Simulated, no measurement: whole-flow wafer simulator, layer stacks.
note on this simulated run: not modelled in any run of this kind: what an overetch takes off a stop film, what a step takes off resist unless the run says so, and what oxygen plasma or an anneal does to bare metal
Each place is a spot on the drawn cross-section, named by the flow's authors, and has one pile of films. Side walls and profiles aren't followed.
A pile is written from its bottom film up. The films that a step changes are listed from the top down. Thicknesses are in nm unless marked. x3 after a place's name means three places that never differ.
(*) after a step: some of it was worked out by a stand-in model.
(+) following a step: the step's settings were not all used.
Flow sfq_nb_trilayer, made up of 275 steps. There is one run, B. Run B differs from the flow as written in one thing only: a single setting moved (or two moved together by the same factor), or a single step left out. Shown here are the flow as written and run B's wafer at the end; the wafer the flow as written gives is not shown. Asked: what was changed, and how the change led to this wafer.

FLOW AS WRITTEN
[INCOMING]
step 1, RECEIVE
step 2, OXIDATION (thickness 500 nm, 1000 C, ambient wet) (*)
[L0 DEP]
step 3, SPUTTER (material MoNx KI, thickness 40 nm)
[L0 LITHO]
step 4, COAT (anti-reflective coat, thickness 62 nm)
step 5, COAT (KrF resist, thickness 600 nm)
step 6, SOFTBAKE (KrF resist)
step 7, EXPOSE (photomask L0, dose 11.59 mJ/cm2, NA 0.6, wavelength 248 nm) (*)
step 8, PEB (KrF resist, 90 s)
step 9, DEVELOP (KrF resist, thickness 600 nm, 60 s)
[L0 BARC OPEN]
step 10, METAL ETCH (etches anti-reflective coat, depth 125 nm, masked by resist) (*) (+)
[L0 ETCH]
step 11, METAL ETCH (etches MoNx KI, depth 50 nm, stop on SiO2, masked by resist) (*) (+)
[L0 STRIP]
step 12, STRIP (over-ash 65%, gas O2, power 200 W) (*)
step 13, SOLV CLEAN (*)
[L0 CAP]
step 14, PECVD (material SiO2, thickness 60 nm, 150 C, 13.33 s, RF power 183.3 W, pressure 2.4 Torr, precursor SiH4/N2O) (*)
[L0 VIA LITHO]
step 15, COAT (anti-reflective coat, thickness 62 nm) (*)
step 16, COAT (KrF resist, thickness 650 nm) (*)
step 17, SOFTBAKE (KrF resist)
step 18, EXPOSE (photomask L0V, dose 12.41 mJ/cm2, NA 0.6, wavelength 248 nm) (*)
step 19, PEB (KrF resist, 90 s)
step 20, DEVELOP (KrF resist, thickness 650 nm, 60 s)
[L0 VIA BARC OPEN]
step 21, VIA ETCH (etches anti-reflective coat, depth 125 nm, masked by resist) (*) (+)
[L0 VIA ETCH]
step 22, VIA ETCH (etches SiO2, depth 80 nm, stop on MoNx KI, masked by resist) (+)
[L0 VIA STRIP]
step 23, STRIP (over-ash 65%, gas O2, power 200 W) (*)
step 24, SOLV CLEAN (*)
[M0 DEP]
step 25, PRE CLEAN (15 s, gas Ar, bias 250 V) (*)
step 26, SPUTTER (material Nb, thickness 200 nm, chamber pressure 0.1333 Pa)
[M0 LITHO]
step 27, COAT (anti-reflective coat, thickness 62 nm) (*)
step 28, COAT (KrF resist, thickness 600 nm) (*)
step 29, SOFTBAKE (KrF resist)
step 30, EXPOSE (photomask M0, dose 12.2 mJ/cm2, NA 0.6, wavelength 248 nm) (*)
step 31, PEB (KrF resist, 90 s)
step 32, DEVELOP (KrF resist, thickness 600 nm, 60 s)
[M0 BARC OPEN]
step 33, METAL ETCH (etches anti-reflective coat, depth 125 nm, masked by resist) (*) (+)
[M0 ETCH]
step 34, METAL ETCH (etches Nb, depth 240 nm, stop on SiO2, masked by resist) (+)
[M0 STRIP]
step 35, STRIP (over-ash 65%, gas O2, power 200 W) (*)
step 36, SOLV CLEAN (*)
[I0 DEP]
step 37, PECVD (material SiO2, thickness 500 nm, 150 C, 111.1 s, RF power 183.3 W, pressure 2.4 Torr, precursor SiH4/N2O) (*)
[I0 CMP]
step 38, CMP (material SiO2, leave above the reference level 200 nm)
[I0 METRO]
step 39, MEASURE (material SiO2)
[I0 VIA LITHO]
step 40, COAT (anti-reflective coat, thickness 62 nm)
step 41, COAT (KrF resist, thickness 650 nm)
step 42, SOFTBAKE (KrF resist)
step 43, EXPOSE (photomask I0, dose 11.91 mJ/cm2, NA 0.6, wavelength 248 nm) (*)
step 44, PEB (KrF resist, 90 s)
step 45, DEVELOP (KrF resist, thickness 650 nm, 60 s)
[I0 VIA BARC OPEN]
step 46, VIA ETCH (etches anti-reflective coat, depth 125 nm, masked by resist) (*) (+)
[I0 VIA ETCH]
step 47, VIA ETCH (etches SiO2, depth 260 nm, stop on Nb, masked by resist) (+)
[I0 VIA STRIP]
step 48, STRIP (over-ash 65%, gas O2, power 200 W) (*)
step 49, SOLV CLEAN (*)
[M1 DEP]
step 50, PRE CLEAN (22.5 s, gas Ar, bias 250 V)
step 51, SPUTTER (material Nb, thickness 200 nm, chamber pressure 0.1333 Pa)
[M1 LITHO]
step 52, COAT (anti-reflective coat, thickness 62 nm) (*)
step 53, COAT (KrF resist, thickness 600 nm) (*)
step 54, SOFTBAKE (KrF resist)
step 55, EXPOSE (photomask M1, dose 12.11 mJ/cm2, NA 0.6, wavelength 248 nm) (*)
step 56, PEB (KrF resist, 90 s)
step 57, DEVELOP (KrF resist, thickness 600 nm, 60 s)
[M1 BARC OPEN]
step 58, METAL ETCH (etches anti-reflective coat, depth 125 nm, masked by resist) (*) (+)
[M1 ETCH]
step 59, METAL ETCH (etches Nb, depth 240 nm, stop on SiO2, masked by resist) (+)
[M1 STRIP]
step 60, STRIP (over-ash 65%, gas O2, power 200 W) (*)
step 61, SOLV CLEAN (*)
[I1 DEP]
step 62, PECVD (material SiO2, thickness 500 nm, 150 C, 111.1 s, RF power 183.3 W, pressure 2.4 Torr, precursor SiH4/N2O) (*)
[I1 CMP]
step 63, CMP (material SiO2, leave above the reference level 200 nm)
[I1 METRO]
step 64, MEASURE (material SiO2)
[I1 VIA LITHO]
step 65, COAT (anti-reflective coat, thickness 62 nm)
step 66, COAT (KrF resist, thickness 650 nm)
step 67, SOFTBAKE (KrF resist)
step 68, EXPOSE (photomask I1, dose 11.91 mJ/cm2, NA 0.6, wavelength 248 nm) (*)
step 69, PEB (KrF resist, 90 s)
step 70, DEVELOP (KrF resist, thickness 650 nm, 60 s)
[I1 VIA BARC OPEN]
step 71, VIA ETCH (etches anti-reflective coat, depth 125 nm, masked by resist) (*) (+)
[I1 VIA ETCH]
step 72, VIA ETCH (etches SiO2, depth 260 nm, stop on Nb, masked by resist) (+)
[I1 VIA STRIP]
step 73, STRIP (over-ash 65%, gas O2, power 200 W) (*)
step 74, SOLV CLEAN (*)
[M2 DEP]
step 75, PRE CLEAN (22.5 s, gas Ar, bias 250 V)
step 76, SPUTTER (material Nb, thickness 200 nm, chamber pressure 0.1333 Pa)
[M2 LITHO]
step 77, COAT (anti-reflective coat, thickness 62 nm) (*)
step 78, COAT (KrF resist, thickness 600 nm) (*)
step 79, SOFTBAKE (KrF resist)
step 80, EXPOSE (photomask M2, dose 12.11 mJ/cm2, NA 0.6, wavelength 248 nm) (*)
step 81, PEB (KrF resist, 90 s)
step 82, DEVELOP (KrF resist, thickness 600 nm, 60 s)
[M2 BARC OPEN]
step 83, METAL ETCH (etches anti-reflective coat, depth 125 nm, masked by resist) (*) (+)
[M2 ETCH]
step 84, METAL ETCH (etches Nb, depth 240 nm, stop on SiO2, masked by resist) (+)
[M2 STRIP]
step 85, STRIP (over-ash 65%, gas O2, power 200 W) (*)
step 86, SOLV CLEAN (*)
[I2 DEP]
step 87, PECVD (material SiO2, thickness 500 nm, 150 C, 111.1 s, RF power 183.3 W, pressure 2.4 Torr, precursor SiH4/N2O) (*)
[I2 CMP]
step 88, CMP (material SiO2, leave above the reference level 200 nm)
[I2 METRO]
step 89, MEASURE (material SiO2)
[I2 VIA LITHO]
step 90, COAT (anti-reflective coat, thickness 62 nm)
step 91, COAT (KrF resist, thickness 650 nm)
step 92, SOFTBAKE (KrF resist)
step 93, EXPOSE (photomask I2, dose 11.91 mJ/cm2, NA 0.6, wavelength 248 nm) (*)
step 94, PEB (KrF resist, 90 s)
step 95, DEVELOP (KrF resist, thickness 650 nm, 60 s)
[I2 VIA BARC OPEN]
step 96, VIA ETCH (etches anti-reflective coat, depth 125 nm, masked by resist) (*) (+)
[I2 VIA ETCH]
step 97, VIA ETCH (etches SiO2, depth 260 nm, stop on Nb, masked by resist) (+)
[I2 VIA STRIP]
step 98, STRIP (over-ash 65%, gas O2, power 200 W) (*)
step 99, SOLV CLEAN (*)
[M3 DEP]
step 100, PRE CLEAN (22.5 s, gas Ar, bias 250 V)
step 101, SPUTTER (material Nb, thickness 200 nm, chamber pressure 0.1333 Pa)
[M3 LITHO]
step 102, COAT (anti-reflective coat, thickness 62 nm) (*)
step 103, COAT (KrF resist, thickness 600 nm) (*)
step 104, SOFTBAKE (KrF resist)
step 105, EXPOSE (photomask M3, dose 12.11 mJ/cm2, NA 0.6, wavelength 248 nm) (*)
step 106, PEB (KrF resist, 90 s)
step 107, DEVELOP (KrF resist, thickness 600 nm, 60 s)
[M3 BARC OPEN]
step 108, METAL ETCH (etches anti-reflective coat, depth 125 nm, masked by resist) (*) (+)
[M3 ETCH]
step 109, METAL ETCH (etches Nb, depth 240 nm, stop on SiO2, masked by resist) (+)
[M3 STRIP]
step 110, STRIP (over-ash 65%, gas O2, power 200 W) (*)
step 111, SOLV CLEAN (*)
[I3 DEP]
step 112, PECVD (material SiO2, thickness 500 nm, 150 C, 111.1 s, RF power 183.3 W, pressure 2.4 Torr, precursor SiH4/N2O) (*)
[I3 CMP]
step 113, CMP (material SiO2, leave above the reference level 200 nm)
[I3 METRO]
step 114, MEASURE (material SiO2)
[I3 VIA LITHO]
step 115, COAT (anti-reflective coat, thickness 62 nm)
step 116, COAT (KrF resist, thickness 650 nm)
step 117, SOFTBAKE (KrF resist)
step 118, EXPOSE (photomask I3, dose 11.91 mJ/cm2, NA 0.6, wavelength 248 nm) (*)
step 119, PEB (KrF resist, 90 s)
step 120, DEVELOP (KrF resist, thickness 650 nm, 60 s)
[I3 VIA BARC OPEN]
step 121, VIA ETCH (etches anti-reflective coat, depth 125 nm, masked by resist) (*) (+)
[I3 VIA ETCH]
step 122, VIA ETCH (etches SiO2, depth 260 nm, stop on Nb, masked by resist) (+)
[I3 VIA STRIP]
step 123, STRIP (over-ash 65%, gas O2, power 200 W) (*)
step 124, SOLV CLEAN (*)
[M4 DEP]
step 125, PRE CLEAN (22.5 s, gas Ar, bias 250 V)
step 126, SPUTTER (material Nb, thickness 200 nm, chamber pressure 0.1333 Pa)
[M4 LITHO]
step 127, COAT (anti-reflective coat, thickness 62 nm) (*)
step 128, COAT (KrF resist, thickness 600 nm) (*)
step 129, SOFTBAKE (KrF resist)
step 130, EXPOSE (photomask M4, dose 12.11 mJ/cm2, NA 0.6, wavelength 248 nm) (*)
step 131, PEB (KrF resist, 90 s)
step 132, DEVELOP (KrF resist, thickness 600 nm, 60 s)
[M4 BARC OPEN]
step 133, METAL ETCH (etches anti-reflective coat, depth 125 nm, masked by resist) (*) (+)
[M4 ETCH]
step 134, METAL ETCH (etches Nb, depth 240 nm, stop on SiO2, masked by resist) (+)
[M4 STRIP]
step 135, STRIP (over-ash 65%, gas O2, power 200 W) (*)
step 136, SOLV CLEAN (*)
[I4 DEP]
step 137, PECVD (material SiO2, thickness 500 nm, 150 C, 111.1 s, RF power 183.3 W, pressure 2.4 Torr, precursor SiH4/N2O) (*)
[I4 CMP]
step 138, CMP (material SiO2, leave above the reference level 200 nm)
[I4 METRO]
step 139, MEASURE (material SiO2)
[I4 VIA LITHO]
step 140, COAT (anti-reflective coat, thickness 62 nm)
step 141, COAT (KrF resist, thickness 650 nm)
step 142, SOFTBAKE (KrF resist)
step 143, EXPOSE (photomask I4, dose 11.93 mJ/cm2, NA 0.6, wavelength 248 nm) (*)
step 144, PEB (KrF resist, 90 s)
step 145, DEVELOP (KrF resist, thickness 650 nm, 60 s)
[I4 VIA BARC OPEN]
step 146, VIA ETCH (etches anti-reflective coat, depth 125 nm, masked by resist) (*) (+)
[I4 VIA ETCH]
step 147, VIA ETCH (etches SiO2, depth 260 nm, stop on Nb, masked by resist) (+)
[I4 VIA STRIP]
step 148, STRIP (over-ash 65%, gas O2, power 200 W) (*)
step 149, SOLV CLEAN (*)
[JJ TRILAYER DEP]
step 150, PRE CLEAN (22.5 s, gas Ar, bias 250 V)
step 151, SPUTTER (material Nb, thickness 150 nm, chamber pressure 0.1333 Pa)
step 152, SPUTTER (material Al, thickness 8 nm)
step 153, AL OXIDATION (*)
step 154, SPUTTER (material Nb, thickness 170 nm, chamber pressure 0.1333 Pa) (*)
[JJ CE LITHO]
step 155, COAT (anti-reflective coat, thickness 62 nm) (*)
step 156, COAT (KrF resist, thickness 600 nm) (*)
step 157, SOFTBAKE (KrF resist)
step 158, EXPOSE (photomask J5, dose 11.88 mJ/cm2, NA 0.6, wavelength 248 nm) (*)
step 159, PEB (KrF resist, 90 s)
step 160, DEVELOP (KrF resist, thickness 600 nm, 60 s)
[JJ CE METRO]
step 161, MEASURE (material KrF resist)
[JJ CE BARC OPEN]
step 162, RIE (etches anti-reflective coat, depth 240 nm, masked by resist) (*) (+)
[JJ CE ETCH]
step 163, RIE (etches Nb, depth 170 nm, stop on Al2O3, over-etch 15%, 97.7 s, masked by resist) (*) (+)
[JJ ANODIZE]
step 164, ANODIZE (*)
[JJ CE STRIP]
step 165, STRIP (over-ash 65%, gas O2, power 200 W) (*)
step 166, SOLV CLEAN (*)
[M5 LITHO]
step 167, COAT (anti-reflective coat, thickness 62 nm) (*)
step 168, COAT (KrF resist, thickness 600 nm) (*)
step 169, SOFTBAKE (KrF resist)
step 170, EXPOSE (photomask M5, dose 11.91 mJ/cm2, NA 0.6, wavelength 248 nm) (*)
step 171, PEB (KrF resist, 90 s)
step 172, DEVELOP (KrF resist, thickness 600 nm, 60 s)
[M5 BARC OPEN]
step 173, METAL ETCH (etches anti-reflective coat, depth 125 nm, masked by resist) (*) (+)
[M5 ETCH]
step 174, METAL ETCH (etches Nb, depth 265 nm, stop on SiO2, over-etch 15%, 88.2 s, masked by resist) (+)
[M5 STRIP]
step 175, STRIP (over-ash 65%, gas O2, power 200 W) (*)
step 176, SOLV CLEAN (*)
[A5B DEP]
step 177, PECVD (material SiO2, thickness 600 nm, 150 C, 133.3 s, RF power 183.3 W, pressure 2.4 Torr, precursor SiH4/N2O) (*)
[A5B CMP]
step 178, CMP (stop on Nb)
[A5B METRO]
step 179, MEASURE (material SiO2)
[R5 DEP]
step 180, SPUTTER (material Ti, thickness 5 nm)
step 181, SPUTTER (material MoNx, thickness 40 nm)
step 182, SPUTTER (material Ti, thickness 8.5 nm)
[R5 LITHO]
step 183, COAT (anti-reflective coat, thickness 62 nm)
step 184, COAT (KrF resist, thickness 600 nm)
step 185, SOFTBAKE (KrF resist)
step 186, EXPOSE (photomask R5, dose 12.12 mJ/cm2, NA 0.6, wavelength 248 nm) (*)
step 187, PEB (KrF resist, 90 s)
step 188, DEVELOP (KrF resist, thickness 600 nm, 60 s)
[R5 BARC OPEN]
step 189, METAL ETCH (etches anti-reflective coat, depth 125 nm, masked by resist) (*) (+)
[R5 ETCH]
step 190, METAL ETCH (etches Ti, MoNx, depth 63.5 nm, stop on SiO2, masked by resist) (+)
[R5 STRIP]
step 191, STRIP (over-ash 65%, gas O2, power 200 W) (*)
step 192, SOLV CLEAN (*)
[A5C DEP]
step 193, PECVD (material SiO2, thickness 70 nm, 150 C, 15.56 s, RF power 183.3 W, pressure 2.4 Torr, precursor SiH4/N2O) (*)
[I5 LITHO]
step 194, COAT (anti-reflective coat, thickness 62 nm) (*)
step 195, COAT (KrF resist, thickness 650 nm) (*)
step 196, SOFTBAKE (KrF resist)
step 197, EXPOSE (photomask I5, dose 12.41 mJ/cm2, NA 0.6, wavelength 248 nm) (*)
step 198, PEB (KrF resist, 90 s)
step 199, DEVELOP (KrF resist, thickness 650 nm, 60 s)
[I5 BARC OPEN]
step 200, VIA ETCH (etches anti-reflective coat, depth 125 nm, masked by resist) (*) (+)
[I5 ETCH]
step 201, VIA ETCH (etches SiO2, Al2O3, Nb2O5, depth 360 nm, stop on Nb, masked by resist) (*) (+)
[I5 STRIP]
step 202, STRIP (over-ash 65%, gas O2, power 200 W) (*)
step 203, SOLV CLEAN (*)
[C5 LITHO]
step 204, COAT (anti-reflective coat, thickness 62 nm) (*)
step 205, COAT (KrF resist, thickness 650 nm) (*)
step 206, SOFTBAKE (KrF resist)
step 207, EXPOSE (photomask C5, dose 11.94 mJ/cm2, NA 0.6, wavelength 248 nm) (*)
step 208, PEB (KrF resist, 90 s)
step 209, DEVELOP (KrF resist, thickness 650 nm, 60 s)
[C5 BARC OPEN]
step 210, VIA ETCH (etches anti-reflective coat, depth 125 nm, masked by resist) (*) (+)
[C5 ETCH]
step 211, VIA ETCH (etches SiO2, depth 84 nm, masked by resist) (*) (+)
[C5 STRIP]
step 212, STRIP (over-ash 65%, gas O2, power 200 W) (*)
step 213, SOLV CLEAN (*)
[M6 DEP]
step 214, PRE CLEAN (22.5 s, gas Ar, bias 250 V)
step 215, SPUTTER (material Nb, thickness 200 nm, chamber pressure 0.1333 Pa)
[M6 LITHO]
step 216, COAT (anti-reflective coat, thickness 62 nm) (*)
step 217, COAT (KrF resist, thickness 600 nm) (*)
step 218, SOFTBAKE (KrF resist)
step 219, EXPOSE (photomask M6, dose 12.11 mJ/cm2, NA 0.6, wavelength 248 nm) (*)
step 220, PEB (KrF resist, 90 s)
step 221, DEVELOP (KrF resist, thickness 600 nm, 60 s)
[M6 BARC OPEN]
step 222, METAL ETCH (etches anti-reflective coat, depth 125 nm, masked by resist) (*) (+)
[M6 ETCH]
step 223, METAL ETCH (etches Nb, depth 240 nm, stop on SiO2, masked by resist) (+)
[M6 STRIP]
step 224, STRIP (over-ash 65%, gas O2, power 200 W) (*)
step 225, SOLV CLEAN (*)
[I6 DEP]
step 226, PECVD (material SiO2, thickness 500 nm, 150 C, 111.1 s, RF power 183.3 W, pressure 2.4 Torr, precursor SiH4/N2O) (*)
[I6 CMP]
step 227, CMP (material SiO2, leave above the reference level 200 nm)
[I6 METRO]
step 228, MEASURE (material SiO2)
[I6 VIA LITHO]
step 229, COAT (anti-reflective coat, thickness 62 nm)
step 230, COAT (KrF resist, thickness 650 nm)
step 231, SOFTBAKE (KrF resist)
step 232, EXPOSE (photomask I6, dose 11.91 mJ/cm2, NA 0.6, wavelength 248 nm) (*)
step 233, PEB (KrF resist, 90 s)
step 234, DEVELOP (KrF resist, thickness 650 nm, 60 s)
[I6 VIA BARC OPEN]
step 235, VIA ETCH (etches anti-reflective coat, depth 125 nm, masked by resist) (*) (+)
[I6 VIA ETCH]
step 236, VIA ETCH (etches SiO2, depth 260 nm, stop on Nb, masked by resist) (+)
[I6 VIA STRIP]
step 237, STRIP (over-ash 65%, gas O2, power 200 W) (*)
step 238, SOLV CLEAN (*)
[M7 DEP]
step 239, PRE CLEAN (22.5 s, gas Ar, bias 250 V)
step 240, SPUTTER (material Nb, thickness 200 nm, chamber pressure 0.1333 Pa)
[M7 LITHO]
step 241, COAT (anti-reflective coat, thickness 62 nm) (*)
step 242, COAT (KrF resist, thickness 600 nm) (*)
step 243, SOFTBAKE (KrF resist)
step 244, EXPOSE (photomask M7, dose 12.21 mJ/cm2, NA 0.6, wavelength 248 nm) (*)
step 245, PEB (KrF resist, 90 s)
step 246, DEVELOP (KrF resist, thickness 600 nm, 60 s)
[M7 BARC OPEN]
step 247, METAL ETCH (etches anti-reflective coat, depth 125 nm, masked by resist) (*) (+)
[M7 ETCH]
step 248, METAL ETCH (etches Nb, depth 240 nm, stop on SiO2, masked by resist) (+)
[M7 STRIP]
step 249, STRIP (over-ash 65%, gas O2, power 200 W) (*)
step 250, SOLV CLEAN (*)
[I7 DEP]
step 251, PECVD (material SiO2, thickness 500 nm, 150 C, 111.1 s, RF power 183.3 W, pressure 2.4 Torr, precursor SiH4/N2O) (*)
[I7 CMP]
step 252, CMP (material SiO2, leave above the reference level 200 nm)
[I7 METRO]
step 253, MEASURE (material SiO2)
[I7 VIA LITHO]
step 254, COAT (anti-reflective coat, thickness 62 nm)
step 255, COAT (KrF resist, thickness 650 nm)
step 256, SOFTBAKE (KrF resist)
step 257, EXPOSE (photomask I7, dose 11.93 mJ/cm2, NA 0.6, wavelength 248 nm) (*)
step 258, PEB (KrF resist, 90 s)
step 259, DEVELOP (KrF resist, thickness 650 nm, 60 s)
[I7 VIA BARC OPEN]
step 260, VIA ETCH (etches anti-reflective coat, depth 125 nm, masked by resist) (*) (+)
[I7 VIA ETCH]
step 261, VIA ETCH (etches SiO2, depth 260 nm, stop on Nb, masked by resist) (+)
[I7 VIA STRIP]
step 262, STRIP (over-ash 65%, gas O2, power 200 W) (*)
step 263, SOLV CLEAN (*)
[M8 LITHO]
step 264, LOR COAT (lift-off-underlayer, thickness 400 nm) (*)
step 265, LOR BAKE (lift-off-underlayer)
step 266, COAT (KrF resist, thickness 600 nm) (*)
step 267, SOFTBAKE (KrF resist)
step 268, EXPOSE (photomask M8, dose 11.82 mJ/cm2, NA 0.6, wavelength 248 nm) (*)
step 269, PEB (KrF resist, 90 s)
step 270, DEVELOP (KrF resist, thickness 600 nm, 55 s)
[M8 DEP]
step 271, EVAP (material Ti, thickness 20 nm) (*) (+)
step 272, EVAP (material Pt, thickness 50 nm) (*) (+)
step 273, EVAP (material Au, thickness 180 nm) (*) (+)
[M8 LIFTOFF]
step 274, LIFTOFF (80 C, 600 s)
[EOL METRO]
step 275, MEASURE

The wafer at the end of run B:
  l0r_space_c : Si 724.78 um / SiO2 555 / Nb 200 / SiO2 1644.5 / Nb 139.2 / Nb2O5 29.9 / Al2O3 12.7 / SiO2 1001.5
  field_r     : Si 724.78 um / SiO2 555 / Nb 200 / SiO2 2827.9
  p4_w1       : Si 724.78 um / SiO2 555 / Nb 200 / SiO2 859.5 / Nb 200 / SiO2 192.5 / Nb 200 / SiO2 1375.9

Cause: step 76, SPUTTER: thickness 82 nm was run, though the flow has thickness 200 nm.

The path from the change to this, step by step:
  step 76, SPUTTER (material Nb, thickness 200 nm, chamber pressure 0.1333 Pa)
      field_l, v_sur, via_wl and 102 more: +82 Nb (new film) (as written it would have been: +200 Nb (new film))
      via_v: +72.2 Nb (as written it would have been: +174.5 Nb)
  step 77, COAT (anti-reflective coat, thickness 62 nm) (*)
      via_v: +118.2 anti-reflective coat (new film) (as written it would have been: +123.1 anti-reflective coat (new film))
  step 84, METAL ETCH (etches Nb, depth 240 nm, stop on SiO2, masked by resist) (+)
      field_l, be, be_sur and 81 more: -82 Nb (all of it) (as written it would have been: -200 Nb (all of it))
      v_sur, via_wl, via_w and 19 more: -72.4 KrF resist (as written it would have been: -141.2 KrF resist)
  step 85, STRIP (over-ash 65%, gas O2, power 200 W) (*)
      wl_j_sl, wl_jj, wl_j_sr and 12 more: -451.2 KrF resist (all of it), -62 anti-reflective coat (all of it) (as written it would have been: -382.4 KrF resist (all of it), -62 anti-reflective coat (all of it))
      v_sur: -449.1 KrF resist (all of it), -61.4 anti-reflective coat (all of it) (as written it would have been: -380 KrF resist (all of it), -61.4 anti-reflective coat (all of it))
      (also at 6 further places)
  step 87, PECVD (material SiO2, thickness 500 nm, 150 C, 111.1 s, RF power 183.3 W, pressure 2.4 Torr, precursor SiH4/N2O) (*)
      via_v: +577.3 SiO2 (new film) (as written it would have been: +606 SiO2 (new film))
  step 88, CMP (material SiO2, leave above the reference level 200 nm)
      field_l, be, be_sur and 81 more: -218 SiO2 (as written it would have been: -100 SiO2)
      via_v: -168.6 SiO2 (as written it would have been: -181.6 SiO2)
